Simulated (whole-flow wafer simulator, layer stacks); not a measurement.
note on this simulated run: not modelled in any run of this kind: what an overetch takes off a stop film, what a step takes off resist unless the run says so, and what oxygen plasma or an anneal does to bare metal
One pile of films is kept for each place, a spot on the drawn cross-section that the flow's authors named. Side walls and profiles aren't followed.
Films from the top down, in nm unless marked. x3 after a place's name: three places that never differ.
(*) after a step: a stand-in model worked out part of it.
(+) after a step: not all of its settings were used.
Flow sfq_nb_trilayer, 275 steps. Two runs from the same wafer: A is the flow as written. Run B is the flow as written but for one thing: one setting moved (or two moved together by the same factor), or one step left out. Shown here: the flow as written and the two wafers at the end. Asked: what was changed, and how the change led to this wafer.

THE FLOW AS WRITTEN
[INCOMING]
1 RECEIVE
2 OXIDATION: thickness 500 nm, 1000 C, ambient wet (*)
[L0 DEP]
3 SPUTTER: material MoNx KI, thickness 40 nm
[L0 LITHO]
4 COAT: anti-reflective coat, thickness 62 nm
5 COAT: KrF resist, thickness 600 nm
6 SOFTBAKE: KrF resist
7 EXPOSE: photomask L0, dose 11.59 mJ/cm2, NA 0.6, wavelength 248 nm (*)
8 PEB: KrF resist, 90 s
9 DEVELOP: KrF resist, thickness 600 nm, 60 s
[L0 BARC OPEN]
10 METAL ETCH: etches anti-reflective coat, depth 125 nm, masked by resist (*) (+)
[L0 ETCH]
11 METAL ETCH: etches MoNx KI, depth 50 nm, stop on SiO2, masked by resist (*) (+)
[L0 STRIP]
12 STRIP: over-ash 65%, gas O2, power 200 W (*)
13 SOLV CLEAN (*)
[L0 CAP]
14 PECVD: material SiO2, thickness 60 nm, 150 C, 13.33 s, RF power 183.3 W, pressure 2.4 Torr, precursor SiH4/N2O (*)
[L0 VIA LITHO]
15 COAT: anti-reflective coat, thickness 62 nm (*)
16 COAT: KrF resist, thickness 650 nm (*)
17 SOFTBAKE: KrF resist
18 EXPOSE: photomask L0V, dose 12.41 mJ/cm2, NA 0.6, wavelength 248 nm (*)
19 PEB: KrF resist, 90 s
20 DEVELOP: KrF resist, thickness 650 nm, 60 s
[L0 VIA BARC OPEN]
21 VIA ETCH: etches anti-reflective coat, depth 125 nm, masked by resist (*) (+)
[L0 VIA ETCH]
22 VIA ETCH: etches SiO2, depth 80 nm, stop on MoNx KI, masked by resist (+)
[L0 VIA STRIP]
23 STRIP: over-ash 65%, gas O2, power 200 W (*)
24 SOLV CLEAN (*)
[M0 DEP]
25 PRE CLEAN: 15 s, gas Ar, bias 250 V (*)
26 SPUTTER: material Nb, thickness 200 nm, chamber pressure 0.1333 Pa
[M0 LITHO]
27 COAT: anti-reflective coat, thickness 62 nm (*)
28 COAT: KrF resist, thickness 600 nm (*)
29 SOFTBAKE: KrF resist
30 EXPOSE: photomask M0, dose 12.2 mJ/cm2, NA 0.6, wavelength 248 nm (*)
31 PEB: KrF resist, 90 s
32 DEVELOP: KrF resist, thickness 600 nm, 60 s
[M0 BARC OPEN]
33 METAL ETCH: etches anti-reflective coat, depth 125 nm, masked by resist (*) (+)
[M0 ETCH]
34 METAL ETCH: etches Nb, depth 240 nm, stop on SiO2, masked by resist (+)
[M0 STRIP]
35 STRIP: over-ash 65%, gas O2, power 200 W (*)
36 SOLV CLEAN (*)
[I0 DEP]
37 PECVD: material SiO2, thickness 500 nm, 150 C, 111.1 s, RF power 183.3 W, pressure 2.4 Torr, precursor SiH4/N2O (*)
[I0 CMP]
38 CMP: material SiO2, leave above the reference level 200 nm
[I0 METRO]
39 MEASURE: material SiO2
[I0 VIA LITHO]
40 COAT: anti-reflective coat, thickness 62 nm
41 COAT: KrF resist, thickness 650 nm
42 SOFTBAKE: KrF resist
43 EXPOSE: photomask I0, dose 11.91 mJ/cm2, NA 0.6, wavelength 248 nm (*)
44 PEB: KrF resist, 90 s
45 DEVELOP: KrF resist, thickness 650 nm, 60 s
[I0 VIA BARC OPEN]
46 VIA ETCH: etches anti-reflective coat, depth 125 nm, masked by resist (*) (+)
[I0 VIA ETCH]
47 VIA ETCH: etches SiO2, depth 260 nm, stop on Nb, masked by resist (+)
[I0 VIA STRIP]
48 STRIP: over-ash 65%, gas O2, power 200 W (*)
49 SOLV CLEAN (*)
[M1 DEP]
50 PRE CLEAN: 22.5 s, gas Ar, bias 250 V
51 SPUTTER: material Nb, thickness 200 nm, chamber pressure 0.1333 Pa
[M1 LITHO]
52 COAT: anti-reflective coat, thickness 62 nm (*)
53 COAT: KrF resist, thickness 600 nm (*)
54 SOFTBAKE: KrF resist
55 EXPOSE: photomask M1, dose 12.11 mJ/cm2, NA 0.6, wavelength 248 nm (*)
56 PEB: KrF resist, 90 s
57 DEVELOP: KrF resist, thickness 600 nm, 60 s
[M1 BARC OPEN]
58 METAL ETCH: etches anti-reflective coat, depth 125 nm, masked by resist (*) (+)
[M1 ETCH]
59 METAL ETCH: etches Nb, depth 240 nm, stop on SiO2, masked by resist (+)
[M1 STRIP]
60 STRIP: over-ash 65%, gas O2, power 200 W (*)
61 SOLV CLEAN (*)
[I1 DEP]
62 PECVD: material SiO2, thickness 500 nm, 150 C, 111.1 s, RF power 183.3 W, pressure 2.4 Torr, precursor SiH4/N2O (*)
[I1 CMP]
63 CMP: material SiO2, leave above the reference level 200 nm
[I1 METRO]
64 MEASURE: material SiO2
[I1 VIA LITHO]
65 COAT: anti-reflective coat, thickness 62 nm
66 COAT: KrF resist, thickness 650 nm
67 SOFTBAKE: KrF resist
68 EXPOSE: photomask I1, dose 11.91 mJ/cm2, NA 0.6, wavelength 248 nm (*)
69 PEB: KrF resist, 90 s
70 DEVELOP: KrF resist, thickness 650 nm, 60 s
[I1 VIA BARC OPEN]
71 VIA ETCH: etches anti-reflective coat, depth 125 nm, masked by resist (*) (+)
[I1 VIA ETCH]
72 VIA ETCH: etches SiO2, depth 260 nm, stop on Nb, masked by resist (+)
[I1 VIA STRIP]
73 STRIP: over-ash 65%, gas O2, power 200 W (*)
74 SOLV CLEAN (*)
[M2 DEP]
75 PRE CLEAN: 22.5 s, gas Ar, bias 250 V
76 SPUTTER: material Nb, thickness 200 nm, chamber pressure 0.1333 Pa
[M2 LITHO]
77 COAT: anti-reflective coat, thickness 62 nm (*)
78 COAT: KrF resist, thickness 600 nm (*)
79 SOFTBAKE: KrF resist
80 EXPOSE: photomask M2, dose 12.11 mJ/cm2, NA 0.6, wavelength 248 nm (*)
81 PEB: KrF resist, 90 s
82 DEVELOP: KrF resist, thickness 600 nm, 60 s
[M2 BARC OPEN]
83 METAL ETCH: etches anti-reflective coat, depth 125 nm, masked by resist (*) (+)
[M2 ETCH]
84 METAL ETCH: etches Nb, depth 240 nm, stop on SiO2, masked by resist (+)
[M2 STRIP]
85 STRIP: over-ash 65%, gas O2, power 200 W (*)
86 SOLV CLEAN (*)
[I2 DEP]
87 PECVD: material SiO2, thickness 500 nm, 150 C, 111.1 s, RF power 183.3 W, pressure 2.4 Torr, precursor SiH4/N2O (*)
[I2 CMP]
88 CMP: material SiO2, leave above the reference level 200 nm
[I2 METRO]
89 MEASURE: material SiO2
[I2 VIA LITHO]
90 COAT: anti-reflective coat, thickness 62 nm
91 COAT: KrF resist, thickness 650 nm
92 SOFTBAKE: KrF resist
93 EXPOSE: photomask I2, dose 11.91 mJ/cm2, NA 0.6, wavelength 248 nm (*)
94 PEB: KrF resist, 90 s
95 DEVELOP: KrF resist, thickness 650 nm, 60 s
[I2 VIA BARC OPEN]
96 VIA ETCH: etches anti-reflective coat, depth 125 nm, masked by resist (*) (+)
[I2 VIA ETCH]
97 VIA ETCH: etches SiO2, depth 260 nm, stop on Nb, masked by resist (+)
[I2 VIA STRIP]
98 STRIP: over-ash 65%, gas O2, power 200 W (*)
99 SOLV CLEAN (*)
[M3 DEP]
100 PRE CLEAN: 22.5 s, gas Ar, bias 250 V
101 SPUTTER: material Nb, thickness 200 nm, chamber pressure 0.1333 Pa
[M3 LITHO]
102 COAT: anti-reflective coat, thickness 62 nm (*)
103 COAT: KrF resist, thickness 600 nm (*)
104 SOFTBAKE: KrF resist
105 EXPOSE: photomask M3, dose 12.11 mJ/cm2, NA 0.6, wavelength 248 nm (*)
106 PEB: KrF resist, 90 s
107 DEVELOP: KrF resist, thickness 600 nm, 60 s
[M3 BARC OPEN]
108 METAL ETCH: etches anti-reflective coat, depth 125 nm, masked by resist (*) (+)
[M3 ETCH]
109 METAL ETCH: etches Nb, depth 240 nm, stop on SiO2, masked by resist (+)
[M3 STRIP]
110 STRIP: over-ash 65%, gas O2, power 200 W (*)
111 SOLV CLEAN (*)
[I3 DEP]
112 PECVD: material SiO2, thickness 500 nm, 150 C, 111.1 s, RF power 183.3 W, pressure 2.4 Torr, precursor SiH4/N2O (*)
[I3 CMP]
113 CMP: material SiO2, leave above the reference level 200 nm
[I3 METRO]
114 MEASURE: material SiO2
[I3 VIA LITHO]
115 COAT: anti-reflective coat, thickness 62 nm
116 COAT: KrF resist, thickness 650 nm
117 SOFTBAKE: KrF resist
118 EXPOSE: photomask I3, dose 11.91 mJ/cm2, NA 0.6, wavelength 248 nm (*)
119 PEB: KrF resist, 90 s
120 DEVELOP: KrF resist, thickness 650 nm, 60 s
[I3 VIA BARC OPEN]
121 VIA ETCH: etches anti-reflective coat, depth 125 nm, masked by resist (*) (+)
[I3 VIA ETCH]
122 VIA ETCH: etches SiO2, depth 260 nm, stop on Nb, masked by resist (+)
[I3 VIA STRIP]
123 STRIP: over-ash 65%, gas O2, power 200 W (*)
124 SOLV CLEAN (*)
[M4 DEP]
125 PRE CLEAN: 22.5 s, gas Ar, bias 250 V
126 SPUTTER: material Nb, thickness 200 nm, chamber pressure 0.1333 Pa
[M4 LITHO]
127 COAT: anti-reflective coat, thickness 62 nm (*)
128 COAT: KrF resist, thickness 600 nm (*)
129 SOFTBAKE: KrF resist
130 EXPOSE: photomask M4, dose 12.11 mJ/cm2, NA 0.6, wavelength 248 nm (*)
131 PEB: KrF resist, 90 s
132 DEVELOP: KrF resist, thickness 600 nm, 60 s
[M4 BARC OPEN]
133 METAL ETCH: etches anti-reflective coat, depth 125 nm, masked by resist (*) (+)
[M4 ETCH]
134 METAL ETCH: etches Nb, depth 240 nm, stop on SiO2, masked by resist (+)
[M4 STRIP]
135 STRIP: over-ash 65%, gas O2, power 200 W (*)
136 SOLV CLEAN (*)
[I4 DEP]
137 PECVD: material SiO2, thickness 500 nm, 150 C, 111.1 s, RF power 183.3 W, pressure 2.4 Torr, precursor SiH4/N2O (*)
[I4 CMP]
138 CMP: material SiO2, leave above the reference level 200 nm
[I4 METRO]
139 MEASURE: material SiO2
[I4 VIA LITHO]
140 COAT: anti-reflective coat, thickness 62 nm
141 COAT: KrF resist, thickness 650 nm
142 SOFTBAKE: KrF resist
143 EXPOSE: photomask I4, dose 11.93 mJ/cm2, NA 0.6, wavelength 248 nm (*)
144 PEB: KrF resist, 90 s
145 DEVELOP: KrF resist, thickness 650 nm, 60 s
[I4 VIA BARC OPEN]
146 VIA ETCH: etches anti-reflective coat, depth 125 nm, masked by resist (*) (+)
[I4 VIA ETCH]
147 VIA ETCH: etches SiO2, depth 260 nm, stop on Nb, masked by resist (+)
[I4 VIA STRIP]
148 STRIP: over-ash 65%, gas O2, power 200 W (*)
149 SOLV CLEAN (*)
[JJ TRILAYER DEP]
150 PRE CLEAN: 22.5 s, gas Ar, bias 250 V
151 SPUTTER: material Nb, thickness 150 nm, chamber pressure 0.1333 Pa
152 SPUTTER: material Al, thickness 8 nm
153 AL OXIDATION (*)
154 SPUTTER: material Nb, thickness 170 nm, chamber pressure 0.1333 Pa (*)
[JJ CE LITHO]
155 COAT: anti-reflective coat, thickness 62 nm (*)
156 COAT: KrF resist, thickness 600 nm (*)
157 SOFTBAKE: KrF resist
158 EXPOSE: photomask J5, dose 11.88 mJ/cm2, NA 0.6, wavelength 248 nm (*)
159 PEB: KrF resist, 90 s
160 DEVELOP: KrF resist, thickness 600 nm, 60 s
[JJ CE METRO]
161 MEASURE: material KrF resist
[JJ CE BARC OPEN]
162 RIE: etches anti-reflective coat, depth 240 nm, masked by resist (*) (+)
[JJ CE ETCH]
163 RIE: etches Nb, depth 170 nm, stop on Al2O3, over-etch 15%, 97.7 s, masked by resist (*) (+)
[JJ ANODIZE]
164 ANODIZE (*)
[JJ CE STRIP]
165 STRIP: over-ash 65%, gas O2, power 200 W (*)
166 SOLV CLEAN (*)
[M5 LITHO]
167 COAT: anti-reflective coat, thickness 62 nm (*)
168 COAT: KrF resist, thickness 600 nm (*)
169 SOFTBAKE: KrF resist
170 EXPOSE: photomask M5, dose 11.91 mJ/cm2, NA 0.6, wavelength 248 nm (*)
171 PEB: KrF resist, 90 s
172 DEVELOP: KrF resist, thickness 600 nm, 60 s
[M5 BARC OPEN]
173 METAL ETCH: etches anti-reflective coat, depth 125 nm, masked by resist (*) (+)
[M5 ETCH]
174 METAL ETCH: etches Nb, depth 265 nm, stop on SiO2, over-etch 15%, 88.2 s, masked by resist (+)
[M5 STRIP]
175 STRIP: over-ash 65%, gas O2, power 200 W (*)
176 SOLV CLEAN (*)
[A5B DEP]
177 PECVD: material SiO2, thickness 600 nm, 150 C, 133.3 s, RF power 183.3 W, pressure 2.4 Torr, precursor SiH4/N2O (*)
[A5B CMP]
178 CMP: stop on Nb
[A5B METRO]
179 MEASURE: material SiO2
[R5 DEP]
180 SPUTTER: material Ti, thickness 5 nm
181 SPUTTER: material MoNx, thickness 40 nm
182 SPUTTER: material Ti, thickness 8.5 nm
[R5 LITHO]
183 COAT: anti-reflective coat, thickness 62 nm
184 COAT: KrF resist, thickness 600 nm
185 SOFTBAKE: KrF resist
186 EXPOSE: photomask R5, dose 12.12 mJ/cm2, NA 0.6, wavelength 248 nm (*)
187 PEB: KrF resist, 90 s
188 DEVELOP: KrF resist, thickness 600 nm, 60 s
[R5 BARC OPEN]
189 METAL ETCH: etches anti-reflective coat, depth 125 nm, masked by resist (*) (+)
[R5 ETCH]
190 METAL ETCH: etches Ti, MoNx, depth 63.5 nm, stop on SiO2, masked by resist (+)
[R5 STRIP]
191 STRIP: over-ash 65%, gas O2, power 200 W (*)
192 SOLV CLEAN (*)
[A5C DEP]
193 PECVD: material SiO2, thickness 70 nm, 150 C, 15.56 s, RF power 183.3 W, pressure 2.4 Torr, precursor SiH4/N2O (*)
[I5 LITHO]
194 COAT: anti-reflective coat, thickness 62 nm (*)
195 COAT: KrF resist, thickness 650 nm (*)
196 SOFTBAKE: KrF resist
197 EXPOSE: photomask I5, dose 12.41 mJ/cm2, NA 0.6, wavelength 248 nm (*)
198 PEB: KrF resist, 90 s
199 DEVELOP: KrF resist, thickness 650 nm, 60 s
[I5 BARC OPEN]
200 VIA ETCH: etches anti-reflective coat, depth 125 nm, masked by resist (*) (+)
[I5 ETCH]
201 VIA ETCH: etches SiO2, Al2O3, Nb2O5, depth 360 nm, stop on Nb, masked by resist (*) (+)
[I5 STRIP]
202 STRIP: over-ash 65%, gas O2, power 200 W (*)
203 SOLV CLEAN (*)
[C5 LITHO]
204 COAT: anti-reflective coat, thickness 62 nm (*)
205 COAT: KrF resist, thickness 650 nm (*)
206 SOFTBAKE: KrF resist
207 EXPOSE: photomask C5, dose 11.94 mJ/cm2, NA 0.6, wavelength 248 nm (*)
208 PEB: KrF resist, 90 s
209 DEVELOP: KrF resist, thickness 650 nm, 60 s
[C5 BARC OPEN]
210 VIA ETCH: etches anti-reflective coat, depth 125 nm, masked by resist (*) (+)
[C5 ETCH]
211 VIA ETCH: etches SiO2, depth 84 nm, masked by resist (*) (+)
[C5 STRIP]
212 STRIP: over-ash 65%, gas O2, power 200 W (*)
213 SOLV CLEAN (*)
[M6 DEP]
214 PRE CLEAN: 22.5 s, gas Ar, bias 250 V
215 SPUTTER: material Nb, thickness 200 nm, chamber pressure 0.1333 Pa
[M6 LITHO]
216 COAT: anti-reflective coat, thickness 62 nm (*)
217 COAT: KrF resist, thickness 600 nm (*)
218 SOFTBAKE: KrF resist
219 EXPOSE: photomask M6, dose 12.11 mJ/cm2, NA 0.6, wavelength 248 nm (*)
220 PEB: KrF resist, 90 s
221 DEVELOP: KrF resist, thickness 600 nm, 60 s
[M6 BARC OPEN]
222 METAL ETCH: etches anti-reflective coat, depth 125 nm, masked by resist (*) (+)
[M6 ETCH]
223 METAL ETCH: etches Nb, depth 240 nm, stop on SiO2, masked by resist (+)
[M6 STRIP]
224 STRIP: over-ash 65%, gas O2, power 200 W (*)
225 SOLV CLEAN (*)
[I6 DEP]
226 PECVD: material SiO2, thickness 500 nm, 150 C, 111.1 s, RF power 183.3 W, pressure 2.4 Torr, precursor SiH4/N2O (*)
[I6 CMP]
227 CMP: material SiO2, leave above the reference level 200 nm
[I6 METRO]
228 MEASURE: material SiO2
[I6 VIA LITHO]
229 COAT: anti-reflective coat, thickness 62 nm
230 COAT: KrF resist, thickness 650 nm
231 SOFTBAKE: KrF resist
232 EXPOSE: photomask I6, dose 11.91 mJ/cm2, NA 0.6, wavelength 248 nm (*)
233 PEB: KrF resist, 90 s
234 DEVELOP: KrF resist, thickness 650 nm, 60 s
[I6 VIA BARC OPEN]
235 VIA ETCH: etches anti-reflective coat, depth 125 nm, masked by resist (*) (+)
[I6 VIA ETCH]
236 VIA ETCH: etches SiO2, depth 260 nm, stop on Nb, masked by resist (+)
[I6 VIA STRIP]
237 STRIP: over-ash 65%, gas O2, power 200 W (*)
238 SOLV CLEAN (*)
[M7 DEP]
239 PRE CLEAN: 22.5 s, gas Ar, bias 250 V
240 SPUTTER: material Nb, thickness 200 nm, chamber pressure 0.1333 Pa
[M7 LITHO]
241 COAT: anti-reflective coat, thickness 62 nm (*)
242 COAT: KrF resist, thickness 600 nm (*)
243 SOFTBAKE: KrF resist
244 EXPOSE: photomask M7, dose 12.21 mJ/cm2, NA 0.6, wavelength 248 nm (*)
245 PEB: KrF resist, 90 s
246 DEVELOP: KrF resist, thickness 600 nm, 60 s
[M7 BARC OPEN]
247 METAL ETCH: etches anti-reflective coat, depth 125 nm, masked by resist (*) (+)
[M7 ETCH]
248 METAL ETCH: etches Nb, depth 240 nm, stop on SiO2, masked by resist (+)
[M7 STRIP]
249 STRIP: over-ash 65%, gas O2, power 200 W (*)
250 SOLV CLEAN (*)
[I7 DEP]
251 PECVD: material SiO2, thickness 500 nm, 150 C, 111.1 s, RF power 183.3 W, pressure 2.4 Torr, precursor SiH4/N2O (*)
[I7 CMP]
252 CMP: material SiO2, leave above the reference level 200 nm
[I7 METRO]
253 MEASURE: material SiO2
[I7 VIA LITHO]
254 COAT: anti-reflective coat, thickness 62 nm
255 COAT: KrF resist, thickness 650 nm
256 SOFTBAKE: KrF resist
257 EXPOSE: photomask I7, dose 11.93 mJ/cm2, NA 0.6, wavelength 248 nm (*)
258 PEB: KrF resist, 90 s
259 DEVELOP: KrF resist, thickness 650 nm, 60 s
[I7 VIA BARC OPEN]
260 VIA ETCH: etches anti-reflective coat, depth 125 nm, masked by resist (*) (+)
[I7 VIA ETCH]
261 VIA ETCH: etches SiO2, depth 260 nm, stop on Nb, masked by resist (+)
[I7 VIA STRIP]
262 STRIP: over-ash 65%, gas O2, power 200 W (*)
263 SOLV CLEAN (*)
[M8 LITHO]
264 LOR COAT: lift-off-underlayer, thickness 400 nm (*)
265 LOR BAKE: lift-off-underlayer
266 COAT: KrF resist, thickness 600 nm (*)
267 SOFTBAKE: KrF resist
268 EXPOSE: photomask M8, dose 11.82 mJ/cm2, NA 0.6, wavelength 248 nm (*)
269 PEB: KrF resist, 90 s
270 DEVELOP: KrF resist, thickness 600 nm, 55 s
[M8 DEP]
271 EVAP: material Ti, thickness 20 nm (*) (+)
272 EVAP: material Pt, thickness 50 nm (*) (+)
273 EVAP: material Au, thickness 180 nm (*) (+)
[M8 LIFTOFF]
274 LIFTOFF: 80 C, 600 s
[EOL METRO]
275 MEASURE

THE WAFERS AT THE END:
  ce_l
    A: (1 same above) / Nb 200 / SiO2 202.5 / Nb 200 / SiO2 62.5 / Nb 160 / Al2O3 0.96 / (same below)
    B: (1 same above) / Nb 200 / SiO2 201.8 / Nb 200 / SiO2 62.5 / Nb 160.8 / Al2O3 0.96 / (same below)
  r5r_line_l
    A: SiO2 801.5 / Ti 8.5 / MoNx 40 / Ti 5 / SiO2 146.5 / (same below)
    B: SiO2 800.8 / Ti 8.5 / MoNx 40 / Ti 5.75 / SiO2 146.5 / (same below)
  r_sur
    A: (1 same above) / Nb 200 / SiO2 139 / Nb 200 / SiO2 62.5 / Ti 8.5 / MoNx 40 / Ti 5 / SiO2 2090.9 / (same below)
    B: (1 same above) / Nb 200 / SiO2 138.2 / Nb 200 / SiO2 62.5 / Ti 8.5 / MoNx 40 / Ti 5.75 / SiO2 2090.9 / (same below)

The cause: step 180, SPUTTER: thickness 5.75 nm was run, where the flow has thickness 5 nm.
It can be read off the wafer: r5r_line_l has Ti 5.75, and step 180 as written asks for 5 nm.

How the change led to this, step by step:
  180 SPUTTER: material Ti, thickness 5 nm
      field_l, v_sur, via_wl and 103 more: A Ti +5 (new film) | B Ti +5.75 (new film)
  190 METAL ETCH: etches Ti, MoNx, depth 63.5 nm, stop on SiO2, masked by resist (+)
      field_l, v_sur, via_wl and 92 more: A Ti -8.5 (all of it), MoNx -40 (all of it), Ti -5 (all of it) | B Ti -8.5 (all of it), MoNx -40 (all of it), Ti -5.75 (all of it)
      ce_l, c5j, ce_r, wl_jj: A Ti -8.5 (all of it), MoNx -40 (all of it), Ti -5 (all of it), Nb -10 | B Ti -8.5 (all of it), MoNx -40 (all of it), Ti -5.75 (all of it), Nb -9.25
